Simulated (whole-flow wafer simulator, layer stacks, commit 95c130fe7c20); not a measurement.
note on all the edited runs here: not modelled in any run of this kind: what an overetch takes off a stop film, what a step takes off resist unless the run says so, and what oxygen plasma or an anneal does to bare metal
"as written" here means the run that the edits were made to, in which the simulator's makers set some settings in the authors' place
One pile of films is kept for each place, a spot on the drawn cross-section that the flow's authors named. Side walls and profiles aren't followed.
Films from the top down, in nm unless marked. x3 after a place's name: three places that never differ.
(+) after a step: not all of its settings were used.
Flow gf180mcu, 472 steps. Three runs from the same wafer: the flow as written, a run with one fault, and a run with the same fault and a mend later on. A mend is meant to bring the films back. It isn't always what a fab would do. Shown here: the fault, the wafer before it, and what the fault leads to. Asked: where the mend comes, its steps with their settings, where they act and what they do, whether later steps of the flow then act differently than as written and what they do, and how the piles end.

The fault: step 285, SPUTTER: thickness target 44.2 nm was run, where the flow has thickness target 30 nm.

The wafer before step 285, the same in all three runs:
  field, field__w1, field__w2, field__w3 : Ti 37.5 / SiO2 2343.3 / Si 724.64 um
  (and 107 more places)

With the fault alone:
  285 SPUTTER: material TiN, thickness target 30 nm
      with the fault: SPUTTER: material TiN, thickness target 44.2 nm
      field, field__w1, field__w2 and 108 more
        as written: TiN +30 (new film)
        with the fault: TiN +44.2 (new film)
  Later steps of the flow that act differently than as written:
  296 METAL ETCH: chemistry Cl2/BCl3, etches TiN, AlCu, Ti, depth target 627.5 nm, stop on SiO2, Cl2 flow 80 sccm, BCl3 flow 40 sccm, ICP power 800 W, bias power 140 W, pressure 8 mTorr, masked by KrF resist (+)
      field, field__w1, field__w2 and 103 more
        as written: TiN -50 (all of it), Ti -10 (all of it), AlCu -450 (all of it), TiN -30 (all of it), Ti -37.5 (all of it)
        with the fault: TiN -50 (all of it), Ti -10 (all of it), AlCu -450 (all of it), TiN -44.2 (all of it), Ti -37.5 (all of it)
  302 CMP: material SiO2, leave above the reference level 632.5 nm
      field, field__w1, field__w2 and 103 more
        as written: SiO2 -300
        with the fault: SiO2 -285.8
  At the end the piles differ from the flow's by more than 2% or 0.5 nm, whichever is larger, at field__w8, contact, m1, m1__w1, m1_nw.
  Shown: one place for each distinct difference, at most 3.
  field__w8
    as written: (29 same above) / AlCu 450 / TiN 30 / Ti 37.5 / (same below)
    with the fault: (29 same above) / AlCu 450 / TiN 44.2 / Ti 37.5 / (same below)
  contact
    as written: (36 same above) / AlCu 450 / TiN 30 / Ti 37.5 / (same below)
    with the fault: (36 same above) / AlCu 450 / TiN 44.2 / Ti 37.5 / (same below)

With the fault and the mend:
  The mend comes after step 285.
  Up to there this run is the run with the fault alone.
  285a METAL ETCH: chemistry Cl2/BCl3, etches TiN, AlCu, Ti, depth target 14.2 nm, Cl2 flow 80 sccm, BCl3 flow 40 sccm, ICP power 800 W, bias power 140 W, pressure 8 mTorr (the flow's step 260 once more, with other settings)
      field, field__w1, field__w2 and 108 more
        TiN -14.2
  No later step of the flow acts differently than as written at any place that is followed.
  At the end the piles are the same as the flow's at every place that both follow.
